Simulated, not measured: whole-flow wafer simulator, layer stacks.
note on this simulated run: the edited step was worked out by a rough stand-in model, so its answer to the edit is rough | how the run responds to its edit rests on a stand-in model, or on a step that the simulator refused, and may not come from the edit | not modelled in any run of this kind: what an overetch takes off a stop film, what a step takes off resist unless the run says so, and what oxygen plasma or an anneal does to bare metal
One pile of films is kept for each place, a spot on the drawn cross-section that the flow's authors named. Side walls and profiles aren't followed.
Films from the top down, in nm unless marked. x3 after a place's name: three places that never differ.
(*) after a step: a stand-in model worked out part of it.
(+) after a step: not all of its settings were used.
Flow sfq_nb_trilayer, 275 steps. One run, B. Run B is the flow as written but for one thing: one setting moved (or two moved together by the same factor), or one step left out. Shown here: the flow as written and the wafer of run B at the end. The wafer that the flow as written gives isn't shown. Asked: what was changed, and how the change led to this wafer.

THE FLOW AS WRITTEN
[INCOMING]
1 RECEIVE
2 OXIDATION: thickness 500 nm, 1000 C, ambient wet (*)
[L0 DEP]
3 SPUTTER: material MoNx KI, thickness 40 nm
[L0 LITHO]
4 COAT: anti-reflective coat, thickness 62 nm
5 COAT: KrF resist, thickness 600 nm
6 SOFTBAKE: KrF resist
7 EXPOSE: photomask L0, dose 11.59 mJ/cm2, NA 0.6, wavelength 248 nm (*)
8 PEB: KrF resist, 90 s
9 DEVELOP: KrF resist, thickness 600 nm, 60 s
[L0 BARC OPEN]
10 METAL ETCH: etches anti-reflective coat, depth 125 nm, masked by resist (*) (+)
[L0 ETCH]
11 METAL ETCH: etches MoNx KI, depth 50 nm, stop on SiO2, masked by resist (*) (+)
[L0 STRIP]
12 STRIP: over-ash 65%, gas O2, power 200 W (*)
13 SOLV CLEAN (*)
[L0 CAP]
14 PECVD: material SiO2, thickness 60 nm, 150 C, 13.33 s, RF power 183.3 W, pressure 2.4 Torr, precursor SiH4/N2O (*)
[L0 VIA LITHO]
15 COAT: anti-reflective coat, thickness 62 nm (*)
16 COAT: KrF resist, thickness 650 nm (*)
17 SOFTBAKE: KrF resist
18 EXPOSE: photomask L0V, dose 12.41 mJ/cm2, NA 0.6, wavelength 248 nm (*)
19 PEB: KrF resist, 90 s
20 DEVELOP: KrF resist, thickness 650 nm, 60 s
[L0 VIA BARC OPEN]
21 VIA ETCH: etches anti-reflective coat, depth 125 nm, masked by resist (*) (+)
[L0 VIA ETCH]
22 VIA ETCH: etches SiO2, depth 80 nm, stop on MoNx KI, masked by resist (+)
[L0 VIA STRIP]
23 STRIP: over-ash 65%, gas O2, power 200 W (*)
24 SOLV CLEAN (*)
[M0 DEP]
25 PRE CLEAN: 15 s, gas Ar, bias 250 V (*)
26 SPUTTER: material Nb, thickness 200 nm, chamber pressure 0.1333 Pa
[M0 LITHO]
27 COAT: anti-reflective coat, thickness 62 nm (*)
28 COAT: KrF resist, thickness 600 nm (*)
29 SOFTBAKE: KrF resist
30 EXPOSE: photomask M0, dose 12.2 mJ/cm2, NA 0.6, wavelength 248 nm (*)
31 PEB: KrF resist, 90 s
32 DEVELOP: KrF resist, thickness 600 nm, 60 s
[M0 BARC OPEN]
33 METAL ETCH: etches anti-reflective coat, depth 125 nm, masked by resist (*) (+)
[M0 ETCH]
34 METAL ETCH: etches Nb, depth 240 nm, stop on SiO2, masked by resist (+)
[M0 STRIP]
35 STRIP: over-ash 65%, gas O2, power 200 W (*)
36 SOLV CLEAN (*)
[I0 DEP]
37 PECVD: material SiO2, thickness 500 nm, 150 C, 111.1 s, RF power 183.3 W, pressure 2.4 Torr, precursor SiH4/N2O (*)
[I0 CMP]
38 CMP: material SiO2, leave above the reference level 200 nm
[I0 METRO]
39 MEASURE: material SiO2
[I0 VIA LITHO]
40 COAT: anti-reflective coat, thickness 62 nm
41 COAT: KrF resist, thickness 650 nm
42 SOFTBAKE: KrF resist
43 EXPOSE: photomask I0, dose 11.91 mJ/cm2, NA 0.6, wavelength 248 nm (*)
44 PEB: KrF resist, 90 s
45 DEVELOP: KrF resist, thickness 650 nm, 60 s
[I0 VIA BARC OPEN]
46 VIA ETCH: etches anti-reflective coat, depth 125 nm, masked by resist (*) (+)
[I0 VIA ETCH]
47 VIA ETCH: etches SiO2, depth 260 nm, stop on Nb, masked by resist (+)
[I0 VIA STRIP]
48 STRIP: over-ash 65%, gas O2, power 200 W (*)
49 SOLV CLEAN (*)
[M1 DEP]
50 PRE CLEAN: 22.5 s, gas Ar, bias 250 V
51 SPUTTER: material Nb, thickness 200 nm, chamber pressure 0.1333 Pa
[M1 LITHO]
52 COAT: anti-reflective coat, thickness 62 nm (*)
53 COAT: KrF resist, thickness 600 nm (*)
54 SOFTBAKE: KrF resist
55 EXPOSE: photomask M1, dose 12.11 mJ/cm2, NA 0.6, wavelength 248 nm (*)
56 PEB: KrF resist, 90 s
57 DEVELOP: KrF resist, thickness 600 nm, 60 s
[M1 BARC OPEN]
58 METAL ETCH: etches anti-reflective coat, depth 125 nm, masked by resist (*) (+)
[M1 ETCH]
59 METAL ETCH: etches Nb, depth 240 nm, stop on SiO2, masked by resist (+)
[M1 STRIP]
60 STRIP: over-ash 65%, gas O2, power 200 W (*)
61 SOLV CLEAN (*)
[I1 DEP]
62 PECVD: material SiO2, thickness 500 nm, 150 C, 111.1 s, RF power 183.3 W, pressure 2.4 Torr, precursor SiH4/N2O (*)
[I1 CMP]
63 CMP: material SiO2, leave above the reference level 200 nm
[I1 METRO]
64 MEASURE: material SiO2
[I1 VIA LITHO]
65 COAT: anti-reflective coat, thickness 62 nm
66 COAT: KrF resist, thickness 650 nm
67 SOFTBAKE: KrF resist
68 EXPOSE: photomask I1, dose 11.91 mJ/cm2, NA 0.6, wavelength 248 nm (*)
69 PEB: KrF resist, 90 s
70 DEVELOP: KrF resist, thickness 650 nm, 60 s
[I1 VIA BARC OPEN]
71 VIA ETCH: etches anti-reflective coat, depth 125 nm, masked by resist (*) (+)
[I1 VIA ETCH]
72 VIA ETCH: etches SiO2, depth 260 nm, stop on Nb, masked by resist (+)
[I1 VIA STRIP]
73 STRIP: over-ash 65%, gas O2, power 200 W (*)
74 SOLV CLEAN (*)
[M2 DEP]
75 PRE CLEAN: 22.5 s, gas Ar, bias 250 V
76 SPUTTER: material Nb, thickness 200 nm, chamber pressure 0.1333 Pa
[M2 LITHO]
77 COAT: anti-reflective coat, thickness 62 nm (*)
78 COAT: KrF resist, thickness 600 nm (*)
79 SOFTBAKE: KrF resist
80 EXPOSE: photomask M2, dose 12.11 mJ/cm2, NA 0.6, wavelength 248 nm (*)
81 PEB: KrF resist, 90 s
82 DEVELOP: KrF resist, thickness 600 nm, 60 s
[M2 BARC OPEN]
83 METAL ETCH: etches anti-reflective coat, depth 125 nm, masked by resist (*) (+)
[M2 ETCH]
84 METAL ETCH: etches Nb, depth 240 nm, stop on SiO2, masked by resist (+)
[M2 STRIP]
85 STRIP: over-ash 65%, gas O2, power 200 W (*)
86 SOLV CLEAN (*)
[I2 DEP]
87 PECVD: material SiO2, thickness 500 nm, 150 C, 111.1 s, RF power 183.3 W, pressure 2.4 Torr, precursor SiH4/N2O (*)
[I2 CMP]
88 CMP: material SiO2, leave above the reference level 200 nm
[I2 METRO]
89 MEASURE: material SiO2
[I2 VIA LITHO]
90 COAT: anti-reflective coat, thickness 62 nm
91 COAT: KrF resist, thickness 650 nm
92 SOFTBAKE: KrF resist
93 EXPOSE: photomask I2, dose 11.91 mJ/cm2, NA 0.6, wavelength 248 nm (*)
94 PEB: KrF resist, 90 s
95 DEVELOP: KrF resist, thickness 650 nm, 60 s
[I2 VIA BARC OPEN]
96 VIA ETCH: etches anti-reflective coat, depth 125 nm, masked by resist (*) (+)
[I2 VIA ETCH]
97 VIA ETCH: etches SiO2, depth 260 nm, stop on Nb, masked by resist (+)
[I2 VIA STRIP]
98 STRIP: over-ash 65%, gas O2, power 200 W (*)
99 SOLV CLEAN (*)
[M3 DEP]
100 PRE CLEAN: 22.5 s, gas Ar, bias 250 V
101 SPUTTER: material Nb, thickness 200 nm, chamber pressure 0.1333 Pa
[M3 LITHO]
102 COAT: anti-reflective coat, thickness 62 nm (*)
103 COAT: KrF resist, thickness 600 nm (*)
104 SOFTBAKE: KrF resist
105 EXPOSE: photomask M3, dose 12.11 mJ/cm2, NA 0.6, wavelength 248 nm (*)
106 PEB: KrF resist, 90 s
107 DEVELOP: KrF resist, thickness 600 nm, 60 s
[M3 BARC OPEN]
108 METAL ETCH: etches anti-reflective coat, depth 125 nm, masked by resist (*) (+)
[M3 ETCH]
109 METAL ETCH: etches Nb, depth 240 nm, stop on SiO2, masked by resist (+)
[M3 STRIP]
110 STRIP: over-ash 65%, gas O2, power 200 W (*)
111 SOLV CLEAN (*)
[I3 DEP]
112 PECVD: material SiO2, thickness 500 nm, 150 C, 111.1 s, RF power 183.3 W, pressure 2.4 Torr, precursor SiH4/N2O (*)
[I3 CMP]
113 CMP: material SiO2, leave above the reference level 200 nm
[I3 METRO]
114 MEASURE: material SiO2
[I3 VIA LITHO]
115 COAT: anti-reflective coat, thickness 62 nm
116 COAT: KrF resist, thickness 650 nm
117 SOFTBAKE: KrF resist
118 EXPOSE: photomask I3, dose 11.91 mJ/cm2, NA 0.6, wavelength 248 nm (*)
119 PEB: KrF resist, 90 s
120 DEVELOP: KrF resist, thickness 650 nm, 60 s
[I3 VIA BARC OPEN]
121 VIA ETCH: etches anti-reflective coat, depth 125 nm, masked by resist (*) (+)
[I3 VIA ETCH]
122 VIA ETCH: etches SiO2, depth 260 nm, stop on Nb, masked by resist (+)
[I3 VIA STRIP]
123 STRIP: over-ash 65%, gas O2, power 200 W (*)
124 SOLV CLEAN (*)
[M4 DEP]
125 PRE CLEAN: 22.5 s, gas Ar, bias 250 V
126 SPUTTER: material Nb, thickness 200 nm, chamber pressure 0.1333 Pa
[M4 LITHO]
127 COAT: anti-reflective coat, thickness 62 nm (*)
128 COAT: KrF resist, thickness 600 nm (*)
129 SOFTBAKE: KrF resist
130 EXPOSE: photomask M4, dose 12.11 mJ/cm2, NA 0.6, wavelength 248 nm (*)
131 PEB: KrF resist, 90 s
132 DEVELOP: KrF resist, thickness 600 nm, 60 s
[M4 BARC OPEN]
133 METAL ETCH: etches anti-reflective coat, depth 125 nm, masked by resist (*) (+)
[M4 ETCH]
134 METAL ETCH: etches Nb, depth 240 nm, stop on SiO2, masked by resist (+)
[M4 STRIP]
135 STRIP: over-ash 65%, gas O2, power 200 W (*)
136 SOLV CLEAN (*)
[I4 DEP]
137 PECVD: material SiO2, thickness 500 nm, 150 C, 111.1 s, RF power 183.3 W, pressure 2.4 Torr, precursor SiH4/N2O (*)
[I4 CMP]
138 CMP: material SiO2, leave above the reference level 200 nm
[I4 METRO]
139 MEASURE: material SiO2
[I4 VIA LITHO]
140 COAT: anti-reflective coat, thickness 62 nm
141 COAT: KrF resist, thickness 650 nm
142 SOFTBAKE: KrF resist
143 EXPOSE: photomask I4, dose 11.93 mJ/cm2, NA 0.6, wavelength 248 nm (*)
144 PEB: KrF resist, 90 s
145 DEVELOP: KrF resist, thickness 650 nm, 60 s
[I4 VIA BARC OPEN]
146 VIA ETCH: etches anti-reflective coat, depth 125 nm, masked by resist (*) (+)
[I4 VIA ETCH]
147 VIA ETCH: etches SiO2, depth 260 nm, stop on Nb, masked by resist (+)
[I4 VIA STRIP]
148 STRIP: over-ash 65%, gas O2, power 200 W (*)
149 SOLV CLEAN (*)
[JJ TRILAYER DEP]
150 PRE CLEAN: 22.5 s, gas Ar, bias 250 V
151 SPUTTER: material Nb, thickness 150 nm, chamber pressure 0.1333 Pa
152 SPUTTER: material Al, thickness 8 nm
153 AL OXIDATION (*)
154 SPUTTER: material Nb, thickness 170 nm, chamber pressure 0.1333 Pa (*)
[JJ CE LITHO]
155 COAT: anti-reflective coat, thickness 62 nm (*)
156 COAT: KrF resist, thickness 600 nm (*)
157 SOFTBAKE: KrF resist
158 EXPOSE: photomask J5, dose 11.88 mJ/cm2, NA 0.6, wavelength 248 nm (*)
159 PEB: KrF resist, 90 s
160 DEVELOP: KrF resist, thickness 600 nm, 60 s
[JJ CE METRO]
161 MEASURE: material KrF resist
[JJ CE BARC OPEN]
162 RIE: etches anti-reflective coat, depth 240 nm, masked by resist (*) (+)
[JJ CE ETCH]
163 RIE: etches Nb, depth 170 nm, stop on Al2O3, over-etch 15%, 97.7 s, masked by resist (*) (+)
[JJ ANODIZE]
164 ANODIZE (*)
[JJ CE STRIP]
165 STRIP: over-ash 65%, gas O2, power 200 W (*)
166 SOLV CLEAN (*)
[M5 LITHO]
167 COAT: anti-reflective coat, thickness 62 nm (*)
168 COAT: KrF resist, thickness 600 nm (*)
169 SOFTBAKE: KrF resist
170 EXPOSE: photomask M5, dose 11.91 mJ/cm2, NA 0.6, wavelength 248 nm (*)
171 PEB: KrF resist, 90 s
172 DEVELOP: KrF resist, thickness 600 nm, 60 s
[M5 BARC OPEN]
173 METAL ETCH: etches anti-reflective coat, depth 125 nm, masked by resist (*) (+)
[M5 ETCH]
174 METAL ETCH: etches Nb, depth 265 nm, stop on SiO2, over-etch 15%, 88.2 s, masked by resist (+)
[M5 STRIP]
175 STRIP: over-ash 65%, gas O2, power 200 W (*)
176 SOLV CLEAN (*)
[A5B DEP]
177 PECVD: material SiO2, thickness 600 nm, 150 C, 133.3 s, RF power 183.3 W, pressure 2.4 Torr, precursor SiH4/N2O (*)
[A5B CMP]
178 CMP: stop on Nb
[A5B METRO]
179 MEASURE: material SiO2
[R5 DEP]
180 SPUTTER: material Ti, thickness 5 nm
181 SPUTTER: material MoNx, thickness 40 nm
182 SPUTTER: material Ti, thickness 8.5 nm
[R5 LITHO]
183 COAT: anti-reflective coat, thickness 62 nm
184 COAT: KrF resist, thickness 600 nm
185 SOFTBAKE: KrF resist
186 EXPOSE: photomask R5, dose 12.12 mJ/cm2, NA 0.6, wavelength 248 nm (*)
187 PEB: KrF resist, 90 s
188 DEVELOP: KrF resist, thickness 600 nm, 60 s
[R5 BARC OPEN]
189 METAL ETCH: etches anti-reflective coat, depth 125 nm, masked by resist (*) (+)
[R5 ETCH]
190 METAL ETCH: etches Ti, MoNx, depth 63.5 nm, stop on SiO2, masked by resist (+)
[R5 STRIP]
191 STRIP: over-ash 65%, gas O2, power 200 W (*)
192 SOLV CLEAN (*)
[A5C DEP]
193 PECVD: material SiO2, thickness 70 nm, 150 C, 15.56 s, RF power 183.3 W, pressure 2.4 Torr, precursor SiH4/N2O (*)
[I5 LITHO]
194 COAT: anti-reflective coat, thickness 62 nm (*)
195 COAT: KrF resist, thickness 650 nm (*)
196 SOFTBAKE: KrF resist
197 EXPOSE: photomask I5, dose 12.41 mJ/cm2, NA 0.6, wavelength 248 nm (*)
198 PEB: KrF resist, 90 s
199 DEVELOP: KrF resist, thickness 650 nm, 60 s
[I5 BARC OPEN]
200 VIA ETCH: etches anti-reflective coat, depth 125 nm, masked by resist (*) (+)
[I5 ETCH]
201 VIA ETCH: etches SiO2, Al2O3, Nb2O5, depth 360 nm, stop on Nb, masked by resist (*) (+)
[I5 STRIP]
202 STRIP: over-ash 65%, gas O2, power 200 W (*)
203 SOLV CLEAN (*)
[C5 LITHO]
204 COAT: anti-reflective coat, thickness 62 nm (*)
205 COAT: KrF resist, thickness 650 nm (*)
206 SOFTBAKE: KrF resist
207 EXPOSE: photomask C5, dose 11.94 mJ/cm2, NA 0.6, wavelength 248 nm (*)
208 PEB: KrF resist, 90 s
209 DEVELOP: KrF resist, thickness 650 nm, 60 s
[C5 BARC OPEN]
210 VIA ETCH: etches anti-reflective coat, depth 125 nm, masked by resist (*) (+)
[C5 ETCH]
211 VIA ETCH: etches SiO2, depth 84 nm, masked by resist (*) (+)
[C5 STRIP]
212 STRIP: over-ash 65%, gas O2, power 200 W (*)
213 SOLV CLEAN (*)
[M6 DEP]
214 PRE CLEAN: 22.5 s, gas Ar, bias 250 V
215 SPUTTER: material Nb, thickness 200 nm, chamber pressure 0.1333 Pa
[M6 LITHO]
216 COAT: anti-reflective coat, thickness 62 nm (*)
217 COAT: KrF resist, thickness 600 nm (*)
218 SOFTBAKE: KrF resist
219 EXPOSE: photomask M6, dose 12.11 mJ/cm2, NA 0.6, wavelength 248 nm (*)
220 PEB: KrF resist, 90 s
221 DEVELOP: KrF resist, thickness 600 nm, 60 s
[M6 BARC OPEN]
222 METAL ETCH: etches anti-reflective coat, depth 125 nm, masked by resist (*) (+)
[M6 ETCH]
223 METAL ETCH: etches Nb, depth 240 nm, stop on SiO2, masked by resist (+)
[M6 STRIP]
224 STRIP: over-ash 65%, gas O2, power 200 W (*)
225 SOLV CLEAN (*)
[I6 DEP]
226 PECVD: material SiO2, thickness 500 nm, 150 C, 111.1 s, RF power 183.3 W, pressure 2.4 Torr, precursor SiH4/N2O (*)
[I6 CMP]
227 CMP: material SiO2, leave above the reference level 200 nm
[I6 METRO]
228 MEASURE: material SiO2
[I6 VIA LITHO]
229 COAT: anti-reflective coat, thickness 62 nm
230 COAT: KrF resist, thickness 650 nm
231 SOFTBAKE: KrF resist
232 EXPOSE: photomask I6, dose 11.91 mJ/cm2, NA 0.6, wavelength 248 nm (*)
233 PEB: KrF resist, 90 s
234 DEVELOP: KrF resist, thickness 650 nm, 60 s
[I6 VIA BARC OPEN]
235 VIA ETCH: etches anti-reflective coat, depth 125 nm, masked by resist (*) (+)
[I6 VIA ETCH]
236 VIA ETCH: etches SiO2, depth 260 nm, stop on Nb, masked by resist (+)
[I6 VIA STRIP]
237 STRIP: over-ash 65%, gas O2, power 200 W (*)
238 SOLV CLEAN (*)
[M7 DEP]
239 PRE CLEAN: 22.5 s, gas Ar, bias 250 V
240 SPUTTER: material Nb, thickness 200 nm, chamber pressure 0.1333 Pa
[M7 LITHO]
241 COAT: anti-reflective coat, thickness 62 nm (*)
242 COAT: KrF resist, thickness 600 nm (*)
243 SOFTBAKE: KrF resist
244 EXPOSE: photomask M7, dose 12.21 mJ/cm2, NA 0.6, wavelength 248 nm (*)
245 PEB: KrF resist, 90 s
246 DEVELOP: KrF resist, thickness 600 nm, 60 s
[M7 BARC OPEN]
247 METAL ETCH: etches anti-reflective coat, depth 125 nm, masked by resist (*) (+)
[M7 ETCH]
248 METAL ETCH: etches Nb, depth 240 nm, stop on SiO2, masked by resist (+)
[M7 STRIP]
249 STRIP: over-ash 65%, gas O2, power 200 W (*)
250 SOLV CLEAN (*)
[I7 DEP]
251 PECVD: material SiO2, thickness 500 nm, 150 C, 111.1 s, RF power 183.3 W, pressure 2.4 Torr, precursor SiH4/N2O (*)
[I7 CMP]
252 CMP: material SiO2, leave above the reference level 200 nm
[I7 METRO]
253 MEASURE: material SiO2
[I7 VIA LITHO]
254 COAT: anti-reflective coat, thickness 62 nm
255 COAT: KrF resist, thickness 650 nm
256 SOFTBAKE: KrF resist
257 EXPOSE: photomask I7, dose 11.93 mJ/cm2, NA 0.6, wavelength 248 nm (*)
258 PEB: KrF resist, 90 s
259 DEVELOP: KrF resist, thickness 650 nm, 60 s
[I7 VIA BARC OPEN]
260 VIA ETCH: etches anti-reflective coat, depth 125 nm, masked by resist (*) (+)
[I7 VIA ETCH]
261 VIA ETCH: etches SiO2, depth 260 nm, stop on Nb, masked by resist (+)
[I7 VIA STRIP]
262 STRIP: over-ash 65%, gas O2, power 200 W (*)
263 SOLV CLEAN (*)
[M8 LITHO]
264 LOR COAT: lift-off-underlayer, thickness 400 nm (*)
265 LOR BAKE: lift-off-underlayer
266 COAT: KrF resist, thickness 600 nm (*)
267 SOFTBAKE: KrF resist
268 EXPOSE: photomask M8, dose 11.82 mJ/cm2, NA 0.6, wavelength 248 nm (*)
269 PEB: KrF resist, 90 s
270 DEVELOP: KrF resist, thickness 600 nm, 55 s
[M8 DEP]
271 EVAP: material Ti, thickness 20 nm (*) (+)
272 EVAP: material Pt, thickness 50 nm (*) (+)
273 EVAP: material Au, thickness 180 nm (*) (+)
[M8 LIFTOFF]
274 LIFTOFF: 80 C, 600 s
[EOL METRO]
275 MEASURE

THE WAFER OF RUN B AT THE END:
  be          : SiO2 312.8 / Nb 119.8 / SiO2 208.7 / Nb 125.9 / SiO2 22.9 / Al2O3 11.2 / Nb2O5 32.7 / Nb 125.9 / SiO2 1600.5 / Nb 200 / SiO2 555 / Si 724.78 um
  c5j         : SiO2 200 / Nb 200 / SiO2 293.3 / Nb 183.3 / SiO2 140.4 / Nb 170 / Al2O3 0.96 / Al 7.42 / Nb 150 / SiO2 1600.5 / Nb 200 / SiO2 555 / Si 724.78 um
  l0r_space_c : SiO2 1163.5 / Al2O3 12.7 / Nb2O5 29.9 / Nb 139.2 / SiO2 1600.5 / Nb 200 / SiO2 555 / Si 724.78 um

The cause: step 137, PECVD: thickness 238 nm was run, where the flow has thickness 500 nm; step 137, PECVD: 52.78 s was run, where the flow has 111.1 s.

How the change led to this, step by step:
  137 PECVD: material SiO2, thickness 500 nm, 150 C, 111.1 s, RF power 183.3 W, pressure 2.4 Torr, precursor SiH4/N2O (*)
      field_l, be, be_sur and 55 more: SiO2 +238 (as written it would be: SiO2 +500)
      v_sur, via_wl, via_w and 35 more: SiO2 +238 (new film) (as written it would be: SiO2 +500 (new film))
      (and at 10 more places)
  138 CMP: material SiO2, leave above the reference level 200 nm
      field_l, be, be_sur and 55 more: nothing (as written it would be: SiO2 -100)
      p3_s0, p3_s1, p3_s2, p3_s3, p3_s4, p3_s5: nothing (as written it would be: SiO2 -157.1)
      (and at 42 more places)
  140 COAT: anti-reflective coat, thickness 62 nm
      gap, jj_sur, moat, l0r_line_r: anti-reflective coat +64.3 (new film) (as written it would be: anti-reflective coat +62 (new film))
      ce_l, ce_r, sp_r, res: anti-reflective coat +64.5 (new film) (as written it would be: anti-reflective coat +62 (new film))
      (and at 80 more places)
  141 COAT: KrF resist, thickness 650 nm
      m0r_line_l, m6r_line_l, m7r_line_l: KrF resist +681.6 (new film) (as written it would be: KrF resist +650 (new film))
      m0r_space_l, m6r_space_l, m7r_space_l: KrF resist +671.3 (new film) (as written it would be: KrF resist +650 (new film))
      (and at 79 more places)
  145 DEVELOP: KrF resist, thickness 650 nm, 60 s
      via_wl: KrF resist -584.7 (all of it) (as written it would be: KrF resist -648.6 (all of it))
      via_w: KrF resist -592.5 (all of it) (as written it would be: KrF resist -648.6 (all of it))
      (and at 1 more place)
  146 VIA ETCH: etches anti-reflective coat, depth 125 nm, masked by resist (*) (+)
      field_l, v_sur, via_sp and 100 more: KrF resist -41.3 (as written it would be: KrF resist -51.7)
      via_wl: anti-reflective coat -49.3 (all of it), SiO2 -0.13 (as written it would be: anti-reflective coat -62 (all of it), SiO2 -0.16)
      (and at 2 more places)
  148 STRIP: over-ash 65%, gas O2, power 200 W (*)
      m0r_line_l, m6r_line_l, m7r_line_l: KrF resist -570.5 (all of it), anti-reflective coat -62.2 (all of it) (as written it would be: KrF resist -528.6 (all of it), anti-reflective coat -62 (all of it))
      m0r_space_l, m6r_space_l, m7r_space_l: KrF resist -560.2 (all of it), anti-reflective coat -80.3 (all of it) (as written it would be: KrF resist -528.6 (all of it), anti-reflective coat -62 (all of it))
      (and at 89 more places)
  151 SPUTTER: material Nb, thickness 150 nm, chamber pressure 0.1333 Pa
      lsp_r, l0_sur, l0v: Nb +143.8 (new film) (as written it would be: Nb +150 (new film))
      be, lsp_l: Nb +137.7 (new film) (as written it would be: Nb +150 (new film))
      (and at 1 more place)
  152 SPUTTER: material Al, thickness 8 nm
      be, lsp_l: Al +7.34 (new film) (as written it would be: Al +8 (new film))
      via_v: Al +6.05 (new film) (as written it would be: Al +8 (new film))
  154 SPUTTER: material Nb, thickness 170 nm, chamber pressure 0.1333 Pa (*)
      lsp_r, l0_sur, l0v: Nb +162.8 (new film) (as written it would be: Nb +170 (new film))
      be, lsp_l: Nb +154.9 (new film) (as written it would be: Nb +170 (new film))
      (and at 1 more place)
  155 COAT: anti-reflective coat, thickness 62 nm (*)
      p3_s0, p3_s1, p3_s2, p3_s3: anti-reflective coat +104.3 (new film) (as written it would be: anti-reflective coat +62 (new film))
      p3_l1, p3_l2, p3_l3, p3_l4: anti-reflective coat +45 (new film) (as written it would be: anti-reflective coat +62 (new film))
      (and at 82 more places)
  156 COAT: KrF resist, thickness 600 nm (*)
      m0r_line_l, m6r_line_l, m7r_line_l: KrF resist +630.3 (new film) (as written it would be: KrF resist +600 (new film))
      m0r_space_l, m6r_space_l, m7r_space_l: KrF resist +621.5 (new film) (as written it would be: KrF resist +600 (new film))
      (and at 77 more places)
  160 DEVELOP: KrF resist, thickness 600 nm, 60 s
      m0r_line_l, m6r_line_l, m7r_line_l: KrF resist -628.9 (all of it) (as written it would be: KrF resist -598.7 (all of it))
      m0r_space_l, m6r_space_l, m7r_space_l: KrF resist -620.2 (all of it) (as written it would be: KrF resist -598.7 (all of it))
      (and at 76 more places)
  162 RIE: etches anti-reflective coat, depth 240 nm, masked by resist (*) (+)
      ce_l, c5j, ce_r, wl_jj: KrF resist -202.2 (as written it would be: KrF resist -209.4)
      p3_s0, p3_s1, p3_s2, p3_s3: anti-reflective coat -104.3 (all of it) (as written it would be: anti-reflective coat -62 (all of it))
      (and at 82 more places)
  163 RIE: etches Nb, depth 170 nm, stop on Al2O3, over-etch 15%, 97.7 s, masked by resist (*) (+)
      be, lsp_l: Nb -154.9 (all of it), Al2O3 -0.96 (all of it) (as written it would be: Nb -170 (all of it), Al2O3 -0.51)
      via_v: Nb -124.1 (all of it), Al2O3 -0.96 (all of it) (as written it would be: Nb -170 (all of it), Al2O3 -0.51)
      (and at 3 more places)
  164 ANODIZE (*)
      be, lsp_l: Al2O3 +11.2 (new film), Nb2O5 +32.7 (new film), Al -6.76 (all of it), Nb -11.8 (as written it would be: Al2O3 +12.2, Nb2O5 +29.9 (new film), Al -7.42 (all of it), Nb -10.8)
      via_v: Al2O3 +9.03 (new film), Nb2O5 +36.5 (new film), Al -5.47 (all of it), Nb -13.1 (as written it would be: Al2O3 +12.2, Nb2O5 +29.9 (new film), Al -7.42 (all of it), Nb -10.8)
      (and at 3 more places)
  ... 46 more steps ...
  274 LIFTOFF: 80 C, 600 s
      be: Au -180 (all of it), Pt -50 (all of it), Ti -20 (all of it), KrF resist -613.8 (all of it), lift-off-underlayer -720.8 (all of it) (as written it would be: Au -180 (all of it), Pt -50 (all of it), Ti -20 (all of it), KrF resist -572.1 (all of it), lift-off-underlayer -398.5 (all of it))
      be_sur: Au -180 (all of it), Pt -50 (all of it), Ti -20 (all of it), KrF resist -587.3 (all of it), lift-off-underlayer -366.3 (all of it) (as written it would be: Au -180 (all of it), Pt -50 (all of it), Ti -20 (all of it), KrF resist -572.6 (all of it), lift-off-underlayer -398.9 (all of it))
      (and at 1 more place)
Counting metal films that touch as one body, be has 4 bodies (between them, from the top down: SiO2 208.7; SiO2 22.9 / Al2O3 11.2 / Nb2O5 32.7; SiO2 1600.5); the flow as written gives 3 bodies (between them, from the top down: SiO2 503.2; SiO2 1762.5).
Counting metal films that touch as one body, c5j has 5 bodies (between them, from the top down: SiO2 293.3; SiO2 140.4; Al2O3 0.96; SiO2 1600.5); the flow as written gives 4 bodies (between them, from the top down: SiO2 284.2; Al2O3 0.96; SiO2 1762.5).
